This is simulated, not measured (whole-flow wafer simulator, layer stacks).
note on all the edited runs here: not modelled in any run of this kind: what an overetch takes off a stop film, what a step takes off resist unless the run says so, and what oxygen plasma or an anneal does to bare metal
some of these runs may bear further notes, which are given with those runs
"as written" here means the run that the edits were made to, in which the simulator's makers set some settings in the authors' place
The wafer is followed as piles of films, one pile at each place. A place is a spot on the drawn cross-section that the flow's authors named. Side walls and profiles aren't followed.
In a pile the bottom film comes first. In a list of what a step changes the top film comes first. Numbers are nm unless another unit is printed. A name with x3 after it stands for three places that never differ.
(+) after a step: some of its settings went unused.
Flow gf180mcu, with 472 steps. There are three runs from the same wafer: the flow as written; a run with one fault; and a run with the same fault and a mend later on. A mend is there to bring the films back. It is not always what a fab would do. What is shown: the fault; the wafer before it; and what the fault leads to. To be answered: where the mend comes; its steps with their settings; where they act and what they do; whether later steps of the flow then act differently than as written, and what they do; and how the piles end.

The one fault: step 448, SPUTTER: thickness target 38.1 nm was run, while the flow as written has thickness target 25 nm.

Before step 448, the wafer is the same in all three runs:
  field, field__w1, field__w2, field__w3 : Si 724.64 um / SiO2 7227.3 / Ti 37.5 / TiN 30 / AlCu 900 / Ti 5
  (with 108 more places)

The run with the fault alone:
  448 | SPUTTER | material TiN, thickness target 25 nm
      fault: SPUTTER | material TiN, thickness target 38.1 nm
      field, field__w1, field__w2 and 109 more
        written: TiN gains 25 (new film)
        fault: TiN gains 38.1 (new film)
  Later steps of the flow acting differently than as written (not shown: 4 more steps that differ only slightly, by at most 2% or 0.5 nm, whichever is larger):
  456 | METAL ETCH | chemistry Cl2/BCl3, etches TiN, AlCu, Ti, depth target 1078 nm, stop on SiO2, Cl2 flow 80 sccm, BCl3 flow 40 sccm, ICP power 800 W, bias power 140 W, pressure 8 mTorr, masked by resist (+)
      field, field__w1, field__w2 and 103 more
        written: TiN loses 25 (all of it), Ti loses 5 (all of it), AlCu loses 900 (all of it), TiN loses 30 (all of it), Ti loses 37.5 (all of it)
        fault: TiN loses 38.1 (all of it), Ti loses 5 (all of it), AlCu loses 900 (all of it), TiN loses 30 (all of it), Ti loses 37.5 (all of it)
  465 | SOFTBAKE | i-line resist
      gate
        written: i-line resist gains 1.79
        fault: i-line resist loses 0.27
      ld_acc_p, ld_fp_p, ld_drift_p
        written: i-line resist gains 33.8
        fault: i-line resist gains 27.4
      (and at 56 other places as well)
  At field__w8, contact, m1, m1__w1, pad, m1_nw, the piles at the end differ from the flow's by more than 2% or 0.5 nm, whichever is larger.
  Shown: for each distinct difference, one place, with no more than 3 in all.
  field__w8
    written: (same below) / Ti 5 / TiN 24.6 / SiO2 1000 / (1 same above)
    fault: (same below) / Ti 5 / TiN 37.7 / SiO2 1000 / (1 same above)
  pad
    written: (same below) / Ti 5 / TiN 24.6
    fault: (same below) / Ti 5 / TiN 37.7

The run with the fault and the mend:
  After step 448 comes the mend.
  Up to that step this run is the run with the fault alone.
  448a | METAL ETCH | chemistry Cl2/BCl3, etches TiN, AlCu, Ti, depth target 13.1 nm, Cl2 flow 80 sccm, BCl3 flow 40 sccm, ICP power 800 W, bias power 140 W, pressure 8 mTorr (the flow's step 260 again, with other settings)
      field, field__w1, field__w2 and 109 more
        TiN loses 13.1
  Later steps of the flow that are run all act as written at every place that is followed.
  The piles end the same as the flow's at every place that both follow.
